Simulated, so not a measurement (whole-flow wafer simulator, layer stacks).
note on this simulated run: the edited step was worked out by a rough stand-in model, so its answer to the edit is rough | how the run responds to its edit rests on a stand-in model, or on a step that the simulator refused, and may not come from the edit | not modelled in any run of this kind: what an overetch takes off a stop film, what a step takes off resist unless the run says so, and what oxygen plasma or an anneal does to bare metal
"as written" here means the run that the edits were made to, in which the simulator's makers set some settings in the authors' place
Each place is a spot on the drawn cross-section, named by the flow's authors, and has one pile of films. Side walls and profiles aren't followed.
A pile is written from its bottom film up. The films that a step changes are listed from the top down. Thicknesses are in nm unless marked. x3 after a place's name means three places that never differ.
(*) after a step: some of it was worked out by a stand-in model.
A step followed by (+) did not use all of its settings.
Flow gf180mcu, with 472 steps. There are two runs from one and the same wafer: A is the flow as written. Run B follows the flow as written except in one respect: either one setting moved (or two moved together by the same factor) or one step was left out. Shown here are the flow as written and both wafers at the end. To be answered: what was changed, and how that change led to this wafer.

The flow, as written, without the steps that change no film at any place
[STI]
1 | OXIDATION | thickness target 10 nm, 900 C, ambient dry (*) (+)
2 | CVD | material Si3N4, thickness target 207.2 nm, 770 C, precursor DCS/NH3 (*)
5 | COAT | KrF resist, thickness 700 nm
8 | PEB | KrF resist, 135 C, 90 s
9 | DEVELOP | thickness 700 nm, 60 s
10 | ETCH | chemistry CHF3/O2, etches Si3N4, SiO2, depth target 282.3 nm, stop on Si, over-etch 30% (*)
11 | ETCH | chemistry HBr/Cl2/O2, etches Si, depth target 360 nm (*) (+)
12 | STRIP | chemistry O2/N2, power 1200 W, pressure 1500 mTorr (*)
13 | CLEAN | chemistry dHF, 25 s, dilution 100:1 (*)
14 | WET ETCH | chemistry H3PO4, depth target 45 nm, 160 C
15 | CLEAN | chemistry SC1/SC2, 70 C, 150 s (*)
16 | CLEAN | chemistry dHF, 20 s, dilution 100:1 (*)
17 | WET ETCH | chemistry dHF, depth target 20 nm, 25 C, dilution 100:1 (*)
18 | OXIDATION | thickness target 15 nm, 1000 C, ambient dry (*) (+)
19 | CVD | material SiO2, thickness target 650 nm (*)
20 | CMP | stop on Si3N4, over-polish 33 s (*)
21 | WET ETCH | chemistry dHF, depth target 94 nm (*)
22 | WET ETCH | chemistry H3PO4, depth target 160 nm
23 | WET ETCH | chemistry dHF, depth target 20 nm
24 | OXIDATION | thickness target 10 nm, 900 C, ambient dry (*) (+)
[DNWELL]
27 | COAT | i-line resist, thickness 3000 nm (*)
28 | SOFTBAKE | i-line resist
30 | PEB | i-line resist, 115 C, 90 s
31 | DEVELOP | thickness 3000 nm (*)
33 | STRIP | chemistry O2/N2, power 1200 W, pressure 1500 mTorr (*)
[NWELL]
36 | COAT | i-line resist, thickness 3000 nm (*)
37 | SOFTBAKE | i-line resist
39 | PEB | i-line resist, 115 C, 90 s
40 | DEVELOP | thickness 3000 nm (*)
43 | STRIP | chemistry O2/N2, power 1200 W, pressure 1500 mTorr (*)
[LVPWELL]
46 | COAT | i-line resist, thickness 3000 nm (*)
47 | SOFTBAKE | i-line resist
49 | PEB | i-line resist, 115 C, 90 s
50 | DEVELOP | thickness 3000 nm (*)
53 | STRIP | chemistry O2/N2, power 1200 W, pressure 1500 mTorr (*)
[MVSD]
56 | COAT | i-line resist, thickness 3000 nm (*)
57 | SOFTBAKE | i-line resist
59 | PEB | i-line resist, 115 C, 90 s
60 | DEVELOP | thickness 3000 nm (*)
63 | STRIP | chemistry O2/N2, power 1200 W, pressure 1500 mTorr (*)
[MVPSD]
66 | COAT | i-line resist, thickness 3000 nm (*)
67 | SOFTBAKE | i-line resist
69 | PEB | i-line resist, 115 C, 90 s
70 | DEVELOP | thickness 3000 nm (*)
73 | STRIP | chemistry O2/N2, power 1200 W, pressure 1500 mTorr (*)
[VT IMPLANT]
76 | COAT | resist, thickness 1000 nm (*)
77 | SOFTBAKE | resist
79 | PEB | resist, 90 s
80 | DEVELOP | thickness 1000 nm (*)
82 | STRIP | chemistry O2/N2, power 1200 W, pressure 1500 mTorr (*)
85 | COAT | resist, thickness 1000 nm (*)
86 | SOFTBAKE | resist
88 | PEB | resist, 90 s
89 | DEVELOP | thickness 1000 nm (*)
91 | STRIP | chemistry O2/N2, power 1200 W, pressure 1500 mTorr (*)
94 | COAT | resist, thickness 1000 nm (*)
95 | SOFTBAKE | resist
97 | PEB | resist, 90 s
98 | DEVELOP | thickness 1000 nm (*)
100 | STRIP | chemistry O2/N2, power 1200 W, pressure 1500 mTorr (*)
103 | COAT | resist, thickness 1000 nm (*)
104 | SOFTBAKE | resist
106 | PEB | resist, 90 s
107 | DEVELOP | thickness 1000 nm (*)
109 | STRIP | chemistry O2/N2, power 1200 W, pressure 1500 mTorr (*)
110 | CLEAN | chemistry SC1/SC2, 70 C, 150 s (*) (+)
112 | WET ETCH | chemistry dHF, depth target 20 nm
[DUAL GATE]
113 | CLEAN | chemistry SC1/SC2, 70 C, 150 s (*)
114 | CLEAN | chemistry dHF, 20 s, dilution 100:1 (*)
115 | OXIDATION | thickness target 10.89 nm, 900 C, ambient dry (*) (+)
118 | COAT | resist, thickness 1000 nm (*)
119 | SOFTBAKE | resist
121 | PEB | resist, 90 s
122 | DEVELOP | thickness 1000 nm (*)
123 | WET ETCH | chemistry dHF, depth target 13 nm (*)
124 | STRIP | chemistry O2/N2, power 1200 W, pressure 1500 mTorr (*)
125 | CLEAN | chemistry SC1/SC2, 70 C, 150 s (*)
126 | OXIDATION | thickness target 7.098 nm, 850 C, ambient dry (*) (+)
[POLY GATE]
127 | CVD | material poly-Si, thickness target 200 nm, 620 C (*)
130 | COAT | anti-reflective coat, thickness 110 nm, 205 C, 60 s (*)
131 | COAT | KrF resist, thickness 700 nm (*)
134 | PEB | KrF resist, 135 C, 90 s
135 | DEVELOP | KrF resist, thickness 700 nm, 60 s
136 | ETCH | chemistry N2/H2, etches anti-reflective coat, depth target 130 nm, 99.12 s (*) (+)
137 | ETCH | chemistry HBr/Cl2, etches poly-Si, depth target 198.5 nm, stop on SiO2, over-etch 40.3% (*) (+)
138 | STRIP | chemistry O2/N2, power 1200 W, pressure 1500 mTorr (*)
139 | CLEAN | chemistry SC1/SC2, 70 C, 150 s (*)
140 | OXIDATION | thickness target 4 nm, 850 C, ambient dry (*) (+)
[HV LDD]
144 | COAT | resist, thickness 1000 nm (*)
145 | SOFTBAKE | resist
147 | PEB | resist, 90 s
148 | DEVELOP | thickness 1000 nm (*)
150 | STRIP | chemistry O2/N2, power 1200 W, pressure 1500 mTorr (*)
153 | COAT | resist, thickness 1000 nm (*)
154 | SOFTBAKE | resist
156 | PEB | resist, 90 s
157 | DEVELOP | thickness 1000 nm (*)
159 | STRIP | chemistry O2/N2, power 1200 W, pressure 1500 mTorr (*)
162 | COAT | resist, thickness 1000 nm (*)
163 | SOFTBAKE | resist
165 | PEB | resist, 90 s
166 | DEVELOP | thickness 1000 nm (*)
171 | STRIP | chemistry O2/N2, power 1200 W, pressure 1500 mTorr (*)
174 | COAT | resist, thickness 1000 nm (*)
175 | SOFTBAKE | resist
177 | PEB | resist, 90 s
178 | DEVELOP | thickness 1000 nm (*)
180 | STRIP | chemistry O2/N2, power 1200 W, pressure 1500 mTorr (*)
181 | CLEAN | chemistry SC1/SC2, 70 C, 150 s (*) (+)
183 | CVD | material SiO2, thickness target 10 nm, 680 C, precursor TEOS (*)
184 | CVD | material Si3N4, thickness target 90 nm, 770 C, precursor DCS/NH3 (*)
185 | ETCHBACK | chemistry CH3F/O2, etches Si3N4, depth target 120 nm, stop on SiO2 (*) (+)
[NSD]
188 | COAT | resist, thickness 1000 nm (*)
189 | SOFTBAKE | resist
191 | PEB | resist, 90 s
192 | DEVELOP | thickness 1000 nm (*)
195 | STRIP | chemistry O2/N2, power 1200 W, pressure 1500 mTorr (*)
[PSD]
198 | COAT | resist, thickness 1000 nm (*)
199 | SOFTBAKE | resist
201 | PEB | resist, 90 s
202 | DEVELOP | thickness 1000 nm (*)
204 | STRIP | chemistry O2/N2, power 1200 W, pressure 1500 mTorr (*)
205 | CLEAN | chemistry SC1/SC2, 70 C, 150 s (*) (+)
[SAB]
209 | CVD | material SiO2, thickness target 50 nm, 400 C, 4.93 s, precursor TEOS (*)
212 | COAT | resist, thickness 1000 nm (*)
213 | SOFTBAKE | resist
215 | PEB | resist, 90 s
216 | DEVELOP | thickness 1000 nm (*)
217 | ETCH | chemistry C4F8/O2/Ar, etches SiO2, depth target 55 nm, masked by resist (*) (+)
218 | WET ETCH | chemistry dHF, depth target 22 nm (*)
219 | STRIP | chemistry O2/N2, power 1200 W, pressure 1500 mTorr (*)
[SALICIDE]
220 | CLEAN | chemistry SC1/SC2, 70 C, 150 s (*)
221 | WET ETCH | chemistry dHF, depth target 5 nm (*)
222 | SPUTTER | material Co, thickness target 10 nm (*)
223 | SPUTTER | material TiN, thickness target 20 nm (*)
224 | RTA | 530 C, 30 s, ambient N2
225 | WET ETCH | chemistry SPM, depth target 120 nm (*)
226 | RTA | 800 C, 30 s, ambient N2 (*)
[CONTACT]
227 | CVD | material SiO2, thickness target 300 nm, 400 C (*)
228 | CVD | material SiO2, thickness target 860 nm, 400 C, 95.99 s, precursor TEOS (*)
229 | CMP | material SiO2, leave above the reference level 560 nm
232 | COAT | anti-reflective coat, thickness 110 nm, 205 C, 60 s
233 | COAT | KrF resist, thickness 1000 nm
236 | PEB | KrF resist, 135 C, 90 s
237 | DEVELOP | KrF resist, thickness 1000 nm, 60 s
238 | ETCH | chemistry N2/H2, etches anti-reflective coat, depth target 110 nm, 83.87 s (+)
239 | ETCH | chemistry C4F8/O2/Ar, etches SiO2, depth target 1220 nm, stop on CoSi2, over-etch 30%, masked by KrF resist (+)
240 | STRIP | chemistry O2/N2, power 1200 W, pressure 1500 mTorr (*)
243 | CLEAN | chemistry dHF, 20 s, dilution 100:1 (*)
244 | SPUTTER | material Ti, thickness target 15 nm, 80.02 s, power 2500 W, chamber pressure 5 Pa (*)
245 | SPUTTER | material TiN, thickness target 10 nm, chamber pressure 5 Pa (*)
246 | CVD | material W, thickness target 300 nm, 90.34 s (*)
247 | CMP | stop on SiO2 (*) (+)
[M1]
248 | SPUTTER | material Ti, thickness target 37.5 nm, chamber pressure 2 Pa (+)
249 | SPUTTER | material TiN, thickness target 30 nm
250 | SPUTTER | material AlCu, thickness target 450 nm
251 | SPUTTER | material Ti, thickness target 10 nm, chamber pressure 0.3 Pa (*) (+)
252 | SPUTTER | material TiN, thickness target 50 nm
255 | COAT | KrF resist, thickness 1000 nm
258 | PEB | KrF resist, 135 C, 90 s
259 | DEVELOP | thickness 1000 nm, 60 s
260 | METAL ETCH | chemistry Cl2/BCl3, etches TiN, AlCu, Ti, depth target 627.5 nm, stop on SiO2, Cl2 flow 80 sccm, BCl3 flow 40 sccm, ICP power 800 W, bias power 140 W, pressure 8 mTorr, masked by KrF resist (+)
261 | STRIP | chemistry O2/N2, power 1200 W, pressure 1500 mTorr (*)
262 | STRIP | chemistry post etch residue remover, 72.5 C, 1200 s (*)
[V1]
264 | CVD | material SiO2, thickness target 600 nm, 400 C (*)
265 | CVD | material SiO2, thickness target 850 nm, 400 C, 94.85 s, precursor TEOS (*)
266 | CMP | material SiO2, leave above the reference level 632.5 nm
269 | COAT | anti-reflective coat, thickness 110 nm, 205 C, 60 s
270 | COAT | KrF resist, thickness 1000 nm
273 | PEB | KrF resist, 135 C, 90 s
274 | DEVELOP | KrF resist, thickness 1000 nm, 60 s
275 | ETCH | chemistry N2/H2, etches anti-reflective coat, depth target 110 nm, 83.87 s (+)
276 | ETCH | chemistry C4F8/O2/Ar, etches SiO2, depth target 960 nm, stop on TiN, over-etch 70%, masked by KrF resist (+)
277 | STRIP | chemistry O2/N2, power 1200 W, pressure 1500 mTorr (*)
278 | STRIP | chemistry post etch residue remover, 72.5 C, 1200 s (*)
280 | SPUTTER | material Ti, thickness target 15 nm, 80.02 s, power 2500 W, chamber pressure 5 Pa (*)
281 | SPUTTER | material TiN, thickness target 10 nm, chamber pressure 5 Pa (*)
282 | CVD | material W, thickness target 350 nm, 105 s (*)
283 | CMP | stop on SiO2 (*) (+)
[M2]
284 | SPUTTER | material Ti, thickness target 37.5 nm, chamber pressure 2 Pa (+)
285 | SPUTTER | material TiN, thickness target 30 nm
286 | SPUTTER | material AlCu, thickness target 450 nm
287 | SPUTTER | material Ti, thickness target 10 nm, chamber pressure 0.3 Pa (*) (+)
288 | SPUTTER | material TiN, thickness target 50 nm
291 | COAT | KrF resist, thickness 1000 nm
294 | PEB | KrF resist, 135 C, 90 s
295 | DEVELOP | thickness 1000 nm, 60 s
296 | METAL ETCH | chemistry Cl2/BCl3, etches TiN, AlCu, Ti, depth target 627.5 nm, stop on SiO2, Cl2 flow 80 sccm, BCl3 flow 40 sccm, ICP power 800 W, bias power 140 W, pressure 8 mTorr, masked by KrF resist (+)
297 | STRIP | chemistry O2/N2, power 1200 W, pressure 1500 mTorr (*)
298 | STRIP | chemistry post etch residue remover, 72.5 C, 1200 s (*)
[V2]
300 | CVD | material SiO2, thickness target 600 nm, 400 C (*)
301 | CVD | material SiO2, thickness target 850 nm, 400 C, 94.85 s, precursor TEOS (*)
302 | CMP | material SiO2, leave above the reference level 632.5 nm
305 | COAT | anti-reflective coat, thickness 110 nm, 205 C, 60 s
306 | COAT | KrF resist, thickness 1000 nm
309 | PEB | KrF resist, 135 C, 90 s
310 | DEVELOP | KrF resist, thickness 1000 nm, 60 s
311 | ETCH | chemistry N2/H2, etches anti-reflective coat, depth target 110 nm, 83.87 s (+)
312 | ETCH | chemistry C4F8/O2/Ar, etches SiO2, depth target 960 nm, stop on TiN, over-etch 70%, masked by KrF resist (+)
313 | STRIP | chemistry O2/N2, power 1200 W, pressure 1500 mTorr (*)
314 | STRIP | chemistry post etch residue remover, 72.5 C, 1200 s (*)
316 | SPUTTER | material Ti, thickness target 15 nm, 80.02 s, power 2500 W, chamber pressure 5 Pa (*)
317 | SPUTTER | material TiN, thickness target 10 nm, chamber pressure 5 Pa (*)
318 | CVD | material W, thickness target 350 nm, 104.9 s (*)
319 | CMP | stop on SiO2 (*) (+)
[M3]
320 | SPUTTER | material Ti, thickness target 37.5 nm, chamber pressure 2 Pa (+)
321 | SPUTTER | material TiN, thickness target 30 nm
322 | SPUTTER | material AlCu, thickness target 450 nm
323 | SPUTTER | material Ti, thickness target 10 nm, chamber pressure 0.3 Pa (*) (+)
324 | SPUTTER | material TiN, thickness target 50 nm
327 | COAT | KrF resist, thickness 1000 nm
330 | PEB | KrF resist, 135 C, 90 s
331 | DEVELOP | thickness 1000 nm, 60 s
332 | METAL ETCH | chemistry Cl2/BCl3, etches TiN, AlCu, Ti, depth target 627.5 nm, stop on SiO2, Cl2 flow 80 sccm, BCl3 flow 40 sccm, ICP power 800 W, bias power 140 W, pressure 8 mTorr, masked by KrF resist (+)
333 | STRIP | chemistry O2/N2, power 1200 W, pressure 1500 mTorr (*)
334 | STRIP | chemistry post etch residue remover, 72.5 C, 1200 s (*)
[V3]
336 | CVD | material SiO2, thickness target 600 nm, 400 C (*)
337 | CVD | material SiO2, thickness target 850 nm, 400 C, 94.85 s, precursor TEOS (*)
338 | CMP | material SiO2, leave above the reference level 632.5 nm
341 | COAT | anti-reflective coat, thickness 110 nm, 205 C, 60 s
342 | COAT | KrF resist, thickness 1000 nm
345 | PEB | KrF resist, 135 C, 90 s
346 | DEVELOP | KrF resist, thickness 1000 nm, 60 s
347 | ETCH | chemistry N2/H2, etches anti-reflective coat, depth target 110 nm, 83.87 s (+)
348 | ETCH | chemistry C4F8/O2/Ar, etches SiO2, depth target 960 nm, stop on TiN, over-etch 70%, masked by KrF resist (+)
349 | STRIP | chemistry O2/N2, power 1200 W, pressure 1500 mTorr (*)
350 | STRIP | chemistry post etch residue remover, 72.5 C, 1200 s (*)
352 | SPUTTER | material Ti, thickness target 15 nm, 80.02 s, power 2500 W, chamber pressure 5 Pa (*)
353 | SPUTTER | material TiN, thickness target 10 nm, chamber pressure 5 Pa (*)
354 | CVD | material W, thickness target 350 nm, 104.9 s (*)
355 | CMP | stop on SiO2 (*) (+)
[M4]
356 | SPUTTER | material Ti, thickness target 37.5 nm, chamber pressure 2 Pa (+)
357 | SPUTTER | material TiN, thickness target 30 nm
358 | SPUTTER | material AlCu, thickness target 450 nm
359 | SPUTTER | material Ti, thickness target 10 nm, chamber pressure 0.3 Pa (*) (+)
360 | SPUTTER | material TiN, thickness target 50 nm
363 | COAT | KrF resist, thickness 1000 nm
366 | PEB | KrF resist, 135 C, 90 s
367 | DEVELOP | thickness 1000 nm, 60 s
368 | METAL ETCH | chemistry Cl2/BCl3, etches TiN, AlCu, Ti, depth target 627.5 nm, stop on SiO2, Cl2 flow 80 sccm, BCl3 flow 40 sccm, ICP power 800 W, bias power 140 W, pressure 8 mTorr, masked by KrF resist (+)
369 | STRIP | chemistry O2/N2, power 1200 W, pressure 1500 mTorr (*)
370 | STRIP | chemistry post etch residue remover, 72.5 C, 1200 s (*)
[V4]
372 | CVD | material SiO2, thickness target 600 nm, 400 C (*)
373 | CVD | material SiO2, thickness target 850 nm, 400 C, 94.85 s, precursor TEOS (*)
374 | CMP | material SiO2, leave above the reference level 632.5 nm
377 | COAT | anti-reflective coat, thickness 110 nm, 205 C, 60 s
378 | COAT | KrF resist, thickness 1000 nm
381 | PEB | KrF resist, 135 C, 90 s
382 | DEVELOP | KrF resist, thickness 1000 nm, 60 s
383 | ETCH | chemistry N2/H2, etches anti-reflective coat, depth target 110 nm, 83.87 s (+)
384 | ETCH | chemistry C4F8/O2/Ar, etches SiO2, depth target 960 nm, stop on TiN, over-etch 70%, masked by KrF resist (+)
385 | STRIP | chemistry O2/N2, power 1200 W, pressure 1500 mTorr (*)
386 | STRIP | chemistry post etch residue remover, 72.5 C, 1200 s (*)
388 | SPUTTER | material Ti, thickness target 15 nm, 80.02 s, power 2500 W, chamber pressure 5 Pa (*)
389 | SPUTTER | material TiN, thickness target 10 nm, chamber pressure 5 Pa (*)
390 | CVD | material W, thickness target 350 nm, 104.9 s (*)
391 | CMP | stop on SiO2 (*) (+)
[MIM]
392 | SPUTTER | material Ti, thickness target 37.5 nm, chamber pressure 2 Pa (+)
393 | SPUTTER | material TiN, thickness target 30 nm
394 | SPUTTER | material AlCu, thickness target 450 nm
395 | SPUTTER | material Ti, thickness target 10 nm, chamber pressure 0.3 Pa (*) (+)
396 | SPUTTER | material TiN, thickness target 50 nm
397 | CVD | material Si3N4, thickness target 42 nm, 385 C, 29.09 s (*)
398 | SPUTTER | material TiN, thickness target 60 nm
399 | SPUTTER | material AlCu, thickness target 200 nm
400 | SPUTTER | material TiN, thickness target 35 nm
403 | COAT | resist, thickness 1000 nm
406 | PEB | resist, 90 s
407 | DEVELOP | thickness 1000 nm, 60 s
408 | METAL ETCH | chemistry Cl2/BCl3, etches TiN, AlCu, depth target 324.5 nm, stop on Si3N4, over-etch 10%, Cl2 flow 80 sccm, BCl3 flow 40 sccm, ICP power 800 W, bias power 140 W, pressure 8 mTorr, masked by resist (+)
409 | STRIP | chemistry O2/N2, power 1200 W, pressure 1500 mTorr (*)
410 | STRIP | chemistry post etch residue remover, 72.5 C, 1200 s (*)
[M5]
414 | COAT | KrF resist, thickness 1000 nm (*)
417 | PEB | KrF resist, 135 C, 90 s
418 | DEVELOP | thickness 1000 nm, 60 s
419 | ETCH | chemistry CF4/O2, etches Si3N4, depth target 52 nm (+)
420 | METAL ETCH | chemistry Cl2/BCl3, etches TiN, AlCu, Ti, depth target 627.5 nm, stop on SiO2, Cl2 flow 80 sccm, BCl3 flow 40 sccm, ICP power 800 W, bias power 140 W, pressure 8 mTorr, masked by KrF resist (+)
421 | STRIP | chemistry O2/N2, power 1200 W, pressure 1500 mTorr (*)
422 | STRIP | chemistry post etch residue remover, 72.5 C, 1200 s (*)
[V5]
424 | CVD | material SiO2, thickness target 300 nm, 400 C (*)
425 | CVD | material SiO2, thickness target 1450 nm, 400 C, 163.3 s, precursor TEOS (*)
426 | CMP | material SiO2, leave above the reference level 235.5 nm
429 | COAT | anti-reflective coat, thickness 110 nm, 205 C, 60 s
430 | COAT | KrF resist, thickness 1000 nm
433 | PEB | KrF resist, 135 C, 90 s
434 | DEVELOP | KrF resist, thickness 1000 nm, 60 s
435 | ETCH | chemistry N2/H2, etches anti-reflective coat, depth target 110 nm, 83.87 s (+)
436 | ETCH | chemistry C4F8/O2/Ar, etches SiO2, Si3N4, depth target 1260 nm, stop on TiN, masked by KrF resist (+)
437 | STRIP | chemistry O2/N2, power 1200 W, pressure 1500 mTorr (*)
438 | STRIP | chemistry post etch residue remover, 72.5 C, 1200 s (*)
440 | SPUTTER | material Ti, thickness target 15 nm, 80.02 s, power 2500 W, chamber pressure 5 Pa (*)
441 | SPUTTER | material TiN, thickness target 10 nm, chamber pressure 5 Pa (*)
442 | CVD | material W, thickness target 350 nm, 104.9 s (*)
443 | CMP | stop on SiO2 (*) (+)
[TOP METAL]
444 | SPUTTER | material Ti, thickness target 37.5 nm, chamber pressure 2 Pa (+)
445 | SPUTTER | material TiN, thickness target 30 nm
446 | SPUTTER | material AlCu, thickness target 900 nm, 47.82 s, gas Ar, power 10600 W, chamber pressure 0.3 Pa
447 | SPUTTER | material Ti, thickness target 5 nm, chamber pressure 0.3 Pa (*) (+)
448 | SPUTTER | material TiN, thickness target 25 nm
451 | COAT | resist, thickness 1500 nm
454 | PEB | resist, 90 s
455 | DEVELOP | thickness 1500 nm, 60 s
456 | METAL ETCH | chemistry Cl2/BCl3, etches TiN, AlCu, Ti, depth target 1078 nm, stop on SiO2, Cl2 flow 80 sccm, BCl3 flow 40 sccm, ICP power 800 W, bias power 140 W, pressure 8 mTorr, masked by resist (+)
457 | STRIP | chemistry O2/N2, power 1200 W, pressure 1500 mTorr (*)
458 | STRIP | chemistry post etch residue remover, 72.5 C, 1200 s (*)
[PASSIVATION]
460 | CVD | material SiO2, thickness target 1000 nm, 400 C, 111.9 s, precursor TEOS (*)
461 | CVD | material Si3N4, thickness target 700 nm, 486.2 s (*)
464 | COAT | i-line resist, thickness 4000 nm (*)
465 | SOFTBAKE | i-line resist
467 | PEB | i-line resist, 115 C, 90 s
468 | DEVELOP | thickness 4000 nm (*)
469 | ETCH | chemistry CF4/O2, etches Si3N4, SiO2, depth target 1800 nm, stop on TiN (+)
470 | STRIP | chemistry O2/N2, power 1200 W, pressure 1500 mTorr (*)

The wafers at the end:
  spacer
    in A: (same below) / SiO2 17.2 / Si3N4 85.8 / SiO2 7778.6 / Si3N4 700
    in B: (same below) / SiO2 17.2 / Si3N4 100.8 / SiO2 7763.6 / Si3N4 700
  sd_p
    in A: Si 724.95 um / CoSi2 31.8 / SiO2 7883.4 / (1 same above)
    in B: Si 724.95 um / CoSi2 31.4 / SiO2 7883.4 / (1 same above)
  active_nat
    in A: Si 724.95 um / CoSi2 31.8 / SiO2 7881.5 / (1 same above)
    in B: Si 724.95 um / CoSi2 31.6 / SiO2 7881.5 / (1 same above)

Cause: step 184, CVD: thickness target 105 nm was run, while the flow as written has thickness target 90 nm.

How this came from the change, step by step:
  184 | CVD | material Si3N4, thickness target 90 nm, 770 C, precursor DCS/NH3 (*)
      field, field__w1, field__w2 and 101 more: A Si3N4 gains 90 (new film) | B Si3N4 gains 105 (new film)
  185 | ETCHBACK | chemistry CH3F/O2, etches Si3N4, depth target 120 nm, stop on SiO2 (*) (+)
      field, field__w1, field__w2 and 100 more: A Si3N4 loses 90 (all of it), SiO2 loses 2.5 | B Si3N4 loses 105 (all of it), SiO2 loses 1.25
  189 | SOFTBAKE | resist
      field__w9: A resist gains 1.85 | B resist loses 1.04
      nw_enc_fld_lv__w3: A resist gains 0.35 | B resist loses 0.56
  199 | SOFTBAKE | resist
      field__w9: A resist gains 1.85 | B resist loses 1.04
      nw_enc_fld_lv__w3: A resist gains 0.35 | B resist loses 0.56
  209 | CVD | material SiO2, thickness target 50 nm, 400 C, 4.93 s, precursor TEOS (*)
      ld_drift_p: A SiO2 gains 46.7 | B SiO2 gains 45.5
      ld_drn_p: A SiO2 gains 46 | B SiO2 gains 44.8
  218 | WET ETCH | chemistry dHF, depth target 22 nm (*)
      gate, gate_hv, gate_p and 23 more: A SiO2 loses 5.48 (all of it) | B SiO2 loses 6.73 (all of it)
      active, p_well, sd_n, iso_ptap_pw, iso_ntap_nw, iso_ptap_sub, vpnp_e: A SiO2 loses 9.01 (all of it) | B SiO2 loses 10.3 (all of it)
      (and at 15 other places as well)
  223 | SPUTTER | material TiN, thickness target 20 nm (*)
      field__w2: A TiN gains 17 (new film) | B TiN gains 16.3 (new film)
      field__w3: A TiN gains 15.7 (new film) | B TiN gains 15 (new film)
      (and at 1 other place as well)
  224 | RTA | 530 C, 30 s, ambient N2
      ld_drn_p: A under 1 film: CoSi gains 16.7 (new film), Co loses 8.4 (all of it), Si loses 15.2 | B under 1 film: CoSi gains 16.1 (new film), Co loses 8.1 (all of it), Si loses 14.7
  225 | WET ETCH | chemistry SPM, depth target 120 nm (*)
      field__w2: A TiN loses 17 (all of it), Co loses 8.65 (all of it) | B TiN loses 16.3 (all of it), Co loses 8.36 (all of it)
      field__w3: A TiN loses 15.7 (all of it), Co loses 8.06 (all of it) | B TiN loses 15 (all of it), Co loses 7.7 (all of it)
      (and at 1 other place as well)
  226 | RTA | 800 C, 30 s, ambient N2 (*)
      ld_drn_p: A CoSi2 gains 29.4 (new film), CoSi loses 16.7 (all of it), Si loses 15.2 | B CoSi2 gains 28.3 (new film), CoSi loses 16.1 (all of it), Si loses 14.7
  229 | CMP | material SiO2, leave above the reference level 560 nm
      spacer: A SiO2 loses 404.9 | B SiO2 loses 419.9
